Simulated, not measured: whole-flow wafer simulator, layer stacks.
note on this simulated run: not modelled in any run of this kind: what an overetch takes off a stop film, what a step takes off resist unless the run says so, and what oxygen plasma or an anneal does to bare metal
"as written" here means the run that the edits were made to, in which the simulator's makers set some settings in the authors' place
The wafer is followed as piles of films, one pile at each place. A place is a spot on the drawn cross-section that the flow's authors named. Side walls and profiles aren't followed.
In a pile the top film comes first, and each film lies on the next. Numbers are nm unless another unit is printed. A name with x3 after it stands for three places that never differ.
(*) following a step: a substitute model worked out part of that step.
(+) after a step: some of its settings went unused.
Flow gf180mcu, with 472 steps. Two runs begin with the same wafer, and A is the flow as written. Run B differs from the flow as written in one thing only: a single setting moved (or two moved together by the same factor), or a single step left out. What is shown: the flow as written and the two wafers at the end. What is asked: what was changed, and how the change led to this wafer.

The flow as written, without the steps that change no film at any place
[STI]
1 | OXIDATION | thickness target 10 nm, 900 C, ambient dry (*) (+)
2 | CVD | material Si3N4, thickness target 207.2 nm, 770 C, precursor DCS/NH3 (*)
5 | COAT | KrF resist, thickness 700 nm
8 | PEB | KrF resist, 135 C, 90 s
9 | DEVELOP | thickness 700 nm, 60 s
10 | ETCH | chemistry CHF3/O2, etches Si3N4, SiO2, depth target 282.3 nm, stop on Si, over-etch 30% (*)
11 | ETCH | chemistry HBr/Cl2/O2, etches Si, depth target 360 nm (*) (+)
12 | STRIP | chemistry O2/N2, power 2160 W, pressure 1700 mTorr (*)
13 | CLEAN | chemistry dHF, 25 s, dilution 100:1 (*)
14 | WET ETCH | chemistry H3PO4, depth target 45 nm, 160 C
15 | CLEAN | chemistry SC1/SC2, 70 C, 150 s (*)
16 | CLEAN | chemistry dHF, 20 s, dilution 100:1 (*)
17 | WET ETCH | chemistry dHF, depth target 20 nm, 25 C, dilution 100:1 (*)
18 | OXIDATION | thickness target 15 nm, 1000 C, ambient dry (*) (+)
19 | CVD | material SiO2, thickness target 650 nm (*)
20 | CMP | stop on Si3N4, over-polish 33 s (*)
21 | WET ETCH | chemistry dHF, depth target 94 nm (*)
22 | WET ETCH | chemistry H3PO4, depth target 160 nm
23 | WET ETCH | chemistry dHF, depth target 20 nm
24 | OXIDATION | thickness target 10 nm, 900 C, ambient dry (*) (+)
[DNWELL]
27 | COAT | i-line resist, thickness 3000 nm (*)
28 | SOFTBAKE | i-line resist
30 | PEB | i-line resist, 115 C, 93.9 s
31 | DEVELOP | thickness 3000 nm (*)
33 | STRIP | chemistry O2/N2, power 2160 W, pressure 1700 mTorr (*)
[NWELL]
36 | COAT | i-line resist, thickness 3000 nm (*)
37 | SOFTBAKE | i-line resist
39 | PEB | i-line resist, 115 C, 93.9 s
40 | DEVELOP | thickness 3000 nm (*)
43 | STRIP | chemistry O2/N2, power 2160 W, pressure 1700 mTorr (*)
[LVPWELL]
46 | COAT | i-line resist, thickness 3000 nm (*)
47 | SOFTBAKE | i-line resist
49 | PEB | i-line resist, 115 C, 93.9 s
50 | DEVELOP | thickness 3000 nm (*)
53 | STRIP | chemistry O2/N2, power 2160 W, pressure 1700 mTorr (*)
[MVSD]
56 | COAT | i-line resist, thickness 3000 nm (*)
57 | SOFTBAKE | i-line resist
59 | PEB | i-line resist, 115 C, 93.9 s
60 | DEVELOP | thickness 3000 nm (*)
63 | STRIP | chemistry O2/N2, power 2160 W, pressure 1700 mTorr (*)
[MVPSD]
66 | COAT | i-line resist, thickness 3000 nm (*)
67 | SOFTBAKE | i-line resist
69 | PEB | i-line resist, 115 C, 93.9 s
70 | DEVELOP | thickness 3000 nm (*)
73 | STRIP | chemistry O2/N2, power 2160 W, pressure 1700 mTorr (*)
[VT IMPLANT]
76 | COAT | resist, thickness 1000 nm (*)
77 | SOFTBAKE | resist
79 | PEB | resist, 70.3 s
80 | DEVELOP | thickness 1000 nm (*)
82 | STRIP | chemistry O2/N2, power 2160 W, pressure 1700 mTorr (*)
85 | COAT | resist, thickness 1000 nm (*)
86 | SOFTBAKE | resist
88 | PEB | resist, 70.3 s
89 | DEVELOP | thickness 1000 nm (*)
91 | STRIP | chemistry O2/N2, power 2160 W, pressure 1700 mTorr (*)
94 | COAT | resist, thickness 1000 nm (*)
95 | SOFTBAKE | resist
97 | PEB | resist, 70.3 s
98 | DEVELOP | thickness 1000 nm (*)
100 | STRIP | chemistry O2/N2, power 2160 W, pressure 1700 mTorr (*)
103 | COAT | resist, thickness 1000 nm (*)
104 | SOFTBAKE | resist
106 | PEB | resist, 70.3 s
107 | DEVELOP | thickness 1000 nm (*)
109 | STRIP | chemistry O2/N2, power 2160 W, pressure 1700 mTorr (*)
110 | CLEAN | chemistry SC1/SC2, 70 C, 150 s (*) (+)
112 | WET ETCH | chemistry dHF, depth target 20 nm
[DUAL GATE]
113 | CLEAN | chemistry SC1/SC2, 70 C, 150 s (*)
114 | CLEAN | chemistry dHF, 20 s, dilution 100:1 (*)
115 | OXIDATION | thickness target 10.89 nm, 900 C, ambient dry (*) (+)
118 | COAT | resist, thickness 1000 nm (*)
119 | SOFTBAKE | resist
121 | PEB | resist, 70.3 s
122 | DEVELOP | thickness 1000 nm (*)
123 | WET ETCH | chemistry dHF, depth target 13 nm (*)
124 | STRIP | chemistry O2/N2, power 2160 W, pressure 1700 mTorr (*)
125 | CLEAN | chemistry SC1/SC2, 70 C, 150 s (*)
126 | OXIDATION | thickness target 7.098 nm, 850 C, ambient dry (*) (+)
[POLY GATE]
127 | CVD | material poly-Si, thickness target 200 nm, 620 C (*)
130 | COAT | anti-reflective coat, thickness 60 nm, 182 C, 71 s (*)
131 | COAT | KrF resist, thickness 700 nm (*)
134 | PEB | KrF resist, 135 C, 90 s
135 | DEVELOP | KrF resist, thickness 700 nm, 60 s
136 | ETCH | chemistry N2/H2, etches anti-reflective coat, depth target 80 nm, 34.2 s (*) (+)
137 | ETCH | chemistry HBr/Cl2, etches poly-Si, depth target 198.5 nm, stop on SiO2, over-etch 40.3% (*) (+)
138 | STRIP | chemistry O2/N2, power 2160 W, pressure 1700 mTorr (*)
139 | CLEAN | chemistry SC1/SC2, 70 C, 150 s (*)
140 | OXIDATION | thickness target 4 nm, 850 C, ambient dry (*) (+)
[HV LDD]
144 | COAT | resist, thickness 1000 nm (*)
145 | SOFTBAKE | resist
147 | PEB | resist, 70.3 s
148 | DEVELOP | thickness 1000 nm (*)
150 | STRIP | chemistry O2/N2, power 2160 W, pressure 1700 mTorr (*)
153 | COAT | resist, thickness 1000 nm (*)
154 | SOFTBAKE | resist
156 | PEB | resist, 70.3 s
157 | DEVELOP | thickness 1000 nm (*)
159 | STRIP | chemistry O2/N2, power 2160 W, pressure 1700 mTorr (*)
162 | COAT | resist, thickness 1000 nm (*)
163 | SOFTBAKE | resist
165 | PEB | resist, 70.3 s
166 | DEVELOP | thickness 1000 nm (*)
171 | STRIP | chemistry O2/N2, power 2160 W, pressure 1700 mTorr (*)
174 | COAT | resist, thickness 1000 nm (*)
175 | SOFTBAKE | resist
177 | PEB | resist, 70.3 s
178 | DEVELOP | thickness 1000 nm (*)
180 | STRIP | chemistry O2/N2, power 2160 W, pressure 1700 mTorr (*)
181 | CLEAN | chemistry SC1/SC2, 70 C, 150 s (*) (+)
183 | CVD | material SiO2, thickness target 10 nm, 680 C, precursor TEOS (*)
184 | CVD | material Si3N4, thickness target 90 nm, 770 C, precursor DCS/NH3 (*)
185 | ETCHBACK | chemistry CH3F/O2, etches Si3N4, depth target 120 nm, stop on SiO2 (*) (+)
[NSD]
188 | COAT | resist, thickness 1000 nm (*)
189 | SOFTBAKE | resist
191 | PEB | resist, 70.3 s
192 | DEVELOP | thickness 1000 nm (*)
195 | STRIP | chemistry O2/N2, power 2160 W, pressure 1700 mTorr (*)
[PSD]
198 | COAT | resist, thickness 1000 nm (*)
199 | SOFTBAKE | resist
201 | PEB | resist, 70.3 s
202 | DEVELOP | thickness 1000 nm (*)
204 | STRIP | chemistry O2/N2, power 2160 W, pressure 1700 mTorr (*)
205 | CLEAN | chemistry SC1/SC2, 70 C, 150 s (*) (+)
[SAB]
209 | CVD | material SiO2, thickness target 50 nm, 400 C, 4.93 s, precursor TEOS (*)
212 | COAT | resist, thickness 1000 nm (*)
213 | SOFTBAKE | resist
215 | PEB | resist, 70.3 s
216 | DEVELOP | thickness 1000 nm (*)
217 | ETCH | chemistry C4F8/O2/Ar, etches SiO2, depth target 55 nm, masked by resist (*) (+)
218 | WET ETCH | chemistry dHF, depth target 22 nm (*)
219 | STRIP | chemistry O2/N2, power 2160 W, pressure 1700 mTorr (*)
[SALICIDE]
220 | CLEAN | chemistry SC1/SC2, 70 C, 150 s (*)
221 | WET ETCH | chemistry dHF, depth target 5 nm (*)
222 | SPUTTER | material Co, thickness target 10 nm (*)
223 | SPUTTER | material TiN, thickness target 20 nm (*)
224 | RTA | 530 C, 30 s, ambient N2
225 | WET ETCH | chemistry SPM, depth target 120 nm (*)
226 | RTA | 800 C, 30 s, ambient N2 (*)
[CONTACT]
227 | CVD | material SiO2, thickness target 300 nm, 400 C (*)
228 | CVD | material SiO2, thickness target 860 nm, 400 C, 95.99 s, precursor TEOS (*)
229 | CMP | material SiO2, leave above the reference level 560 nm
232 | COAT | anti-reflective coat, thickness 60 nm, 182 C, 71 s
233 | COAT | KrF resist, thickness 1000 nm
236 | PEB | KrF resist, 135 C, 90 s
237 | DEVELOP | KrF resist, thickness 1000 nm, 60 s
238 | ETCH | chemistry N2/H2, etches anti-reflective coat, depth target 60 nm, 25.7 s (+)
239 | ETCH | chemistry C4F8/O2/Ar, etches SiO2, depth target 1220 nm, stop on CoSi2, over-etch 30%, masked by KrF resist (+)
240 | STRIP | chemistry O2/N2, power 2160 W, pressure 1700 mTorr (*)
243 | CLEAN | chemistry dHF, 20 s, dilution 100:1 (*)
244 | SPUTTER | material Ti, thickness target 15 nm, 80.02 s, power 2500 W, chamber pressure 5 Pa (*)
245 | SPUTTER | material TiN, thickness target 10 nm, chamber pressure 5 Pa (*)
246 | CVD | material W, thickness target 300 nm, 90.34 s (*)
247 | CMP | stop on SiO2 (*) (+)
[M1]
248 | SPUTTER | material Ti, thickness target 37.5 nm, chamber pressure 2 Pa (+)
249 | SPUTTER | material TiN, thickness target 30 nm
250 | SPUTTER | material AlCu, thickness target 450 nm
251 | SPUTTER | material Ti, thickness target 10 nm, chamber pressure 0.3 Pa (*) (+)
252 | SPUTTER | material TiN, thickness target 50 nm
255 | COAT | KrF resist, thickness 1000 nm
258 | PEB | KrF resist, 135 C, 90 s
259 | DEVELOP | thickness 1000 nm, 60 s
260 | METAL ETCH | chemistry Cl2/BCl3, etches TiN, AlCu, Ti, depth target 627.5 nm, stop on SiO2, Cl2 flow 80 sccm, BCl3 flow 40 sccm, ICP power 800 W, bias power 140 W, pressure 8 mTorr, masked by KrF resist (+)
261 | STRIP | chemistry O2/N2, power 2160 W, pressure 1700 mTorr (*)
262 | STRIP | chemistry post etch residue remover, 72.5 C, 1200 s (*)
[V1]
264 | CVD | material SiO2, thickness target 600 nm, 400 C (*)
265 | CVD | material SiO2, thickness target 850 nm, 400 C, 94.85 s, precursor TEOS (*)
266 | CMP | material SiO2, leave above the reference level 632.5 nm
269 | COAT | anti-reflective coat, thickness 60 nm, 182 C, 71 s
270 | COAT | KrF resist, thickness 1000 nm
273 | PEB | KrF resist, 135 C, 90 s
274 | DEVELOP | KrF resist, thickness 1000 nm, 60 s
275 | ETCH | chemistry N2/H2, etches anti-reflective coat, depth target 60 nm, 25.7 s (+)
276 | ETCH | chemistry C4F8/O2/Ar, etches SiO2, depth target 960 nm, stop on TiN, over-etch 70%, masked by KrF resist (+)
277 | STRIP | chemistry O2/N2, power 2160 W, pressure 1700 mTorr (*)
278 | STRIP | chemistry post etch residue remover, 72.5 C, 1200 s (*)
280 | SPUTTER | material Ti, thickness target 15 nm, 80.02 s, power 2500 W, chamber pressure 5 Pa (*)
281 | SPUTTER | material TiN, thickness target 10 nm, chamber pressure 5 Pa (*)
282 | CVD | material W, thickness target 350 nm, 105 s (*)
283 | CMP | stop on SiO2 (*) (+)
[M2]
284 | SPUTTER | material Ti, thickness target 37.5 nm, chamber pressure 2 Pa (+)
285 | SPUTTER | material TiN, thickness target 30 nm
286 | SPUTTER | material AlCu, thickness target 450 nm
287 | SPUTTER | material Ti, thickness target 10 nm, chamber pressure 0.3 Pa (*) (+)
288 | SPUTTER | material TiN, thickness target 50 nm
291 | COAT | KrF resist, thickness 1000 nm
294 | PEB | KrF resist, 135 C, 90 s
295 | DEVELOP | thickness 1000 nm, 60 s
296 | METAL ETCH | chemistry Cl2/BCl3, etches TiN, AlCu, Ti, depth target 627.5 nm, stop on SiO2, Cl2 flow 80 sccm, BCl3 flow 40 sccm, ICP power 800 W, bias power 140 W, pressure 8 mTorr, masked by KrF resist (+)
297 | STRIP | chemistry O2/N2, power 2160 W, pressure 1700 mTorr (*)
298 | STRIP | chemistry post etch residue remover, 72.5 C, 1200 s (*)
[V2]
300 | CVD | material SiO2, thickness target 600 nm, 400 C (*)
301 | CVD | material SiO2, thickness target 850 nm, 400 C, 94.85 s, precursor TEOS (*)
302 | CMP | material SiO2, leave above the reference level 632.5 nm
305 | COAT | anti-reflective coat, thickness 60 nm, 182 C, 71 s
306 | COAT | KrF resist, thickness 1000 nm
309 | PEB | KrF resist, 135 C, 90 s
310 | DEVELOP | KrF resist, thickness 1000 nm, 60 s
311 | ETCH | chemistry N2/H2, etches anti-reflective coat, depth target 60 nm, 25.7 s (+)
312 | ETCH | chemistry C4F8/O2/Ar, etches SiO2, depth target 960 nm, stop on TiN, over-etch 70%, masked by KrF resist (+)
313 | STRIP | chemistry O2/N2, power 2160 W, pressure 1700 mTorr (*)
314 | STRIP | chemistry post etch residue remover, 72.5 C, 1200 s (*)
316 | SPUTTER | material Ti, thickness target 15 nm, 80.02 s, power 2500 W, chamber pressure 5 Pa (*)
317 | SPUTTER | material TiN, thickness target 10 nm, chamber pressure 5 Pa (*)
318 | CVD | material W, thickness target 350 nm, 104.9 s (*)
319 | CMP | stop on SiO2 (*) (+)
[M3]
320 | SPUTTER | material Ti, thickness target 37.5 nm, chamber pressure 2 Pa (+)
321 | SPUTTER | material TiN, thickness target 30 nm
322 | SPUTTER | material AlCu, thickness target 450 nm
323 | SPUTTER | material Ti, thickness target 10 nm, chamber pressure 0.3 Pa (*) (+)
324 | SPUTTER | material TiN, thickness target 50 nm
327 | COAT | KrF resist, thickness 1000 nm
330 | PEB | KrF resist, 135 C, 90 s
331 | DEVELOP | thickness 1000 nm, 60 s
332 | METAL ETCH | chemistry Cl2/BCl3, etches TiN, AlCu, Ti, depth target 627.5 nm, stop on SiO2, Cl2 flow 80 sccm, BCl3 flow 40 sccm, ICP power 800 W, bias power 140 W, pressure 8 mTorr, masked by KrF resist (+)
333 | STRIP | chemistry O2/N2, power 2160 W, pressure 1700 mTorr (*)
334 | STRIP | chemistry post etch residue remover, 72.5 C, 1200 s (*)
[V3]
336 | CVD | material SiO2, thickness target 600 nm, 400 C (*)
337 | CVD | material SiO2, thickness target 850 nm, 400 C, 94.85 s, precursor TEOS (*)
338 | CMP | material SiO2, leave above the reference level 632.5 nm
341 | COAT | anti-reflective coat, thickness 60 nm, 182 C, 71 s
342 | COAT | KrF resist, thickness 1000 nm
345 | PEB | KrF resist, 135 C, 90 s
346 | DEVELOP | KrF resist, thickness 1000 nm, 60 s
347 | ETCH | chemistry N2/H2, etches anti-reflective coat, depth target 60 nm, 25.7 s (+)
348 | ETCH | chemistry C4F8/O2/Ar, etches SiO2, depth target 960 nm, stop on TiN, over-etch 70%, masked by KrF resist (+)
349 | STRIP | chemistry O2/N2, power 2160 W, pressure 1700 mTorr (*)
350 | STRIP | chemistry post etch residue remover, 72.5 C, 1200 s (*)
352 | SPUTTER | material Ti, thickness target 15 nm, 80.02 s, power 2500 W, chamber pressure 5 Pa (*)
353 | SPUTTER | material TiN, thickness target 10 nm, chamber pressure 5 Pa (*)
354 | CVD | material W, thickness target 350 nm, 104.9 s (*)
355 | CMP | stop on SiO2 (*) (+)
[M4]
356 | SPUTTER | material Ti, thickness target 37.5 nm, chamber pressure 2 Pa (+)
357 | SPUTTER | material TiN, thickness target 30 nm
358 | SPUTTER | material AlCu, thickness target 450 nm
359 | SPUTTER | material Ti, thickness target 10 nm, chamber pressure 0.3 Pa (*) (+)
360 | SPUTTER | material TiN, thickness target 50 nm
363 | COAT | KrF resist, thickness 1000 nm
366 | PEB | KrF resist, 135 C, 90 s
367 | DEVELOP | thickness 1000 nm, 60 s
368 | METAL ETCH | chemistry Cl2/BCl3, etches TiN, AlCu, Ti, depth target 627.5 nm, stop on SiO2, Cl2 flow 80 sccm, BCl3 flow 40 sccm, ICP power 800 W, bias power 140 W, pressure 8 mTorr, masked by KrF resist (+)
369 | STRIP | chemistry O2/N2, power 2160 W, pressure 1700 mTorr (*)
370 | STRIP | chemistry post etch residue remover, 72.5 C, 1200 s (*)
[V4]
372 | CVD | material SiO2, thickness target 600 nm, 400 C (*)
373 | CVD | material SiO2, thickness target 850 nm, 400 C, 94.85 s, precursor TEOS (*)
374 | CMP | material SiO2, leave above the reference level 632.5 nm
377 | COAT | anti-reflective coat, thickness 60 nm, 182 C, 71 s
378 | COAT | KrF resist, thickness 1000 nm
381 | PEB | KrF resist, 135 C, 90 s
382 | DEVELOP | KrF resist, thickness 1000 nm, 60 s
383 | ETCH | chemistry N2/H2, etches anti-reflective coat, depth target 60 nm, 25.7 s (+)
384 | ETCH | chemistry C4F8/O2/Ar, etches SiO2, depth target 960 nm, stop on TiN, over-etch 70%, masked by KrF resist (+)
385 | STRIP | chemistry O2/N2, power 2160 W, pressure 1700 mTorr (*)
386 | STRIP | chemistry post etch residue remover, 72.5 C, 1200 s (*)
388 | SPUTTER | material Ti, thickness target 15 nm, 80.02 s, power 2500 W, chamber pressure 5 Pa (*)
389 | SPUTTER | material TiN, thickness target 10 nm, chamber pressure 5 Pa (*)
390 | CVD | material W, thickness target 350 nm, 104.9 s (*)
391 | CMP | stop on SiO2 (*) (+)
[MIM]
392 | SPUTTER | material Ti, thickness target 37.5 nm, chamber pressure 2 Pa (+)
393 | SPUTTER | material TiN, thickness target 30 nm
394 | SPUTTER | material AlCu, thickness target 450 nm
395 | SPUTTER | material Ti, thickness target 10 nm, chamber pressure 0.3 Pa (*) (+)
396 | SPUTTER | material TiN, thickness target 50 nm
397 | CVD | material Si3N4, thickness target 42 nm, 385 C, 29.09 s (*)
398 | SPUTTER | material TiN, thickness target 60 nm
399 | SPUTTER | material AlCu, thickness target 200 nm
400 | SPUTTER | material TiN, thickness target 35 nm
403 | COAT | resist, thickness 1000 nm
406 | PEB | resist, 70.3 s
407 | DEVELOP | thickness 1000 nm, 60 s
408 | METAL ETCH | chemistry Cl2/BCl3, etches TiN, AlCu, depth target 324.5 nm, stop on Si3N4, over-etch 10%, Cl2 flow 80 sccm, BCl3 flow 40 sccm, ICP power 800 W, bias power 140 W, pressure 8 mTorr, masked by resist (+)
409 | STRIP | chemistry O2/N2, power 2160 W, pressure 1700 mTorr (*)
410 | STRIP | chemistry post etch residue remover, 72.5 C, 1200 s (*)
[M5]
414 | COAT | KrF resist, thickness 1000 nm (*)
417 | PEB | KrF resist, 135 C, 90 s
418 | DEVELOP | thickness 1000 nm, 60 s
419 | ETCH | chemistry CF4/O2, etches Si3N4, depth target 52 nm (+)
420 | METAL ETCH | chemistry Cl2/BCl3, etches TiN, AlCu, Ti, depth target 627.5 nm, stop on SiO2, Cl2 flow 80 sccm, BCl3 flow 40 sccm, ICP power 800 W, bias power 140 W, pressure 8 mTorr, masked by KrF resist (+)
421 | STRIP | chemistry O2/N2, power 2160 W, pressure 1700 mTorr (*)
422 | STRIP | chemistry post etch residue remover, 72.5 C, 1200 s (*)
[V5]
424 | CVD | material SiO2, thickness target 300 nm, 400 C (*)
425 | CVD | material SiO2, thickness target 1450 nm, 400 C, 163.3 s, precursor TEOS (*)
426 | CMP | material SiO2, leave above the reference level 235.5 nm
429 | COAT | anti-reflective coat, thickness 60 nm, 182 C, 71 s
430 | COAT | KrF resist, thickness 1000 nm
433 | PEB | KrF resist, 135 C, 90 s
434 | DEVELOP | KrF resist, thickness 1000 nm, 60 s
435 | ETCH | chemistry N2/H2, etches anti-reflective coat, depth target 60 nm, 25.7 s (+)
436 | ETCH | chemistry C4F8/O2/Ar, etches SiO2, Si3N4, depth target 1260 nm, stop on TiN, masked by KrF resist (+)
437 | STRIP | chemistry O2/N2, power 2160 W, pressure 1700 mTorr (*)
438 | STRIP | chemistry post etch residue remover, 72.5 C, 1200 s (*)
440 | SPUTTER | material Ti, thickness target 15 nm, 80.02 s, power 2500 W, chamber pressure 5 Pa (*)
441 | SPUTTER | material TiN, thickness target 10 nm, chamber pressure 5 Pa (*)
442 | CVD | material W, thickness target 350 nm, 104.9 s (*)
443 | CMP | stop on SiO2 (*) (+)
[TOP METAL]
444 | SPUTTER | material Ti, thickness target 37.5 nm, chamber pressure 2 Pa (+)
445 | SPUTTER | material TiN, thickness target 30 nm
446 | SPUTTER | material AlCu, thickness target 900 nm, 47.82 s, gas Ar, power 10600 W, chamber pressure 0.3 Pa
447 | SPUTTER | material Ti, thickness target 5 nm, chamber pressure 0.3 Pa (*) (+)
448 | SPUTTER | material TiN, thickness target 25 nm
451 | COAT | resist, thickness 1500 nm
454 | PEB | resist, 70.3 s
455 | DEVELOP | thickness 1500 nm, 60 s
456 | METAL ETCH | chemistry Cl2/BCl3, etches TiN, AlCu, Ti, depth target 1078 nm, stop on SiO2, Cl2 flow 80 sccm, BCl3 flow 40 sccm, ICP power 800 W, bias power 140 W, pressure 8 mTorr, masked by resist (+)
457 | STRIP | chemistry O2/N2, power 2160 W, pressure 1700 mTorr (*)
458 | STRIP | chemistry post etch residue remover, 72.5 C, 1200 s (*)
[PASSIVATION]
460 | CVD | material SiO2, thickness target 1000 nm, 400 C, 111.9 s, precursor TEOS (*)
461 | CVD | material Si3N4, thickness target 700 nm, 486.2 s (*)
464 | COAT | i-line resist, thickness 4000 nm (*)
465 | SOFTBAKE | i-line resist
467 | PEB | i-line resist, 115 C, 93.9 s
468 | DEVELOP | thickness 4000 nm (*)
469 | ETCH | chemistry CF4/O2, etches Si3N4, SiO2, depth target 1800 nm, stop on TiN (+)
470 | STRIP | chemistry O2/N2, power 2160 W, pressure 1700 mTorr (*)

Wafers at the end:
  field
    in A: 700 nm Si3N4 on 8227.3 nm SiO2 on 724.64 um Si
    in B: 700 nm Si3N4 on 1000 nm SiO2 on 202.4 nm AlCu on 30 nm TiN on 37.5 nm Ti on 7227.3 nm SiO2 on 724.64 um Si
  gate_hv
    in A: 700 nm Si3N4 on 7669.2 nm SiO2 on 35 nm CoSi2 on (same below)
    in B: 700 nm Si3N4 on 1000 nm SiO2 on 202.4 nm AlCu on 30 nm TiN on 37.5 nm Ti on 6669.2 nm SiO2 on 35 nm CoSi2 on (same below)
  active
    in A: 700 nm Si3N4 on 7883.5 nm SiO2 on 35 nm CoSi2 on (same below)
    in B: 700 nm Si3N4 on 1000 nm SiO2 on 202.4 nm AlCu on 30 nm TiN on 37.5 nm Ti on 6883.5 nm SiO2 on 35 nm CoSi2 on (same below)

Cause: step 456, METAL ETCH: depth target 721.9 nm was run, whereas the flow has depth target 1078 nm.

The path from the change to this, step by step:
  456 | METAL ETCH | chemistry Cl2/BCl3, etches TiN, AlCu, Ti, depth target 1078 nm, stop on SiO2, Cl2 flow 80 sccm, BCl3 flow 40 sccm, ICP power 800 W, bias power 140 W, pressure 8 mTorr, masked by resist (+)
      field, field__w1, field__w2 and 103 more: A TiN loses 25 (all of it), Ti loses 5 (all of it), AlCu loses 900 (all of it), TiN loses 30 (all of it), Ti loses 37.5 (all of it) | B TiN loses 25 (all of it), Ti loses 5 (all of it), AlCu loses 691.9
      field__w8, contact, m1, m1__w1, pad, m1_nw: A resist loses 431 | B resist loses 288.8
  457 | STRIP | chemistry O2/N2, power 2160 W, pressure 1700 mTorr (*)
      field__w8, contact, m1, m1__w1, pad, m1_nw: A resist loses 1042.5 (all of it) | B resist loses 1184.7 (all of it)
  458 | STRIP | chemistry post etch residue remover, 72.5 C, 1200 s (*)
      field, field__w1, field__w2 and 103 more: A nothing | B AlCu loses 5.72
  460 | CVD | material SiO2, thickness target 1000 nm, 400 C, 111.9 s, precursor TEOS (*)
      field, field__w1, field__w2 and 103 more: A SiO2 gains 1000 | B SiO2 gains 1000 (new film)
  464 | COAT | i-line resist, thickness 4000 nm (*)
      field__w8: A i-line resist gains 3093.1 (new film) | B i-line resist gains 3333 (new film)
      contact: A i-line resist gains 3153.6 (new film) | B i-line resist gains 3369.1 (new film)
      (also at 4 further places)
  465 | SOFTBAKE | i-line resist
      gate: A i-line resist gains 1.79 | B i-line resist loses 0.48
      field__w11, field__w13: A i-line resist gains 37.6 | B i-line resist gains 24
      (also at 66 further places)
  467 | PEB | i-line resist, 115 C, 93.9 s
      field__w8, m1__w1: A i-line resist loses 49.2 | B i-line resist loses 54.1
      contact, m1: A i-line resist loses 49.6 | B i-line resist loses 54.4
      (also at 2 further places)
  468 | DEVELOP | thickness 4000 nm (*)
      pad: A i-line resist loses 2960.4 (all of it) | B i-line resist loses 3223.3 (all of it)
  470 | STRIP | chemistry O2/N2, power 2160 W, pressure 1700 mTorr (*)
      field__w8, m1__w1: A i-line resist loses 1775.9 (all of it) | B i-line resist loses 2034.6 (all of it)
      contact: A i-line resist loses 1798.3 (all of it) | B i-line resist loses 2048.2 (all of it)
      (also at 2 further places)
With metal films that touch counted as one body, field has 1 body; the flow as written gives 0 bodies.
With metal films that touch counted as one body, gate_hv has 2 bodies (between them, from the top down: SiO2 6669.2); the flow as written gives 1 body.
With metal films that touch counted as one body, active has 2 bodies (between them, from the top down: SiO2 6883.5); the flow as written gives 1 body.
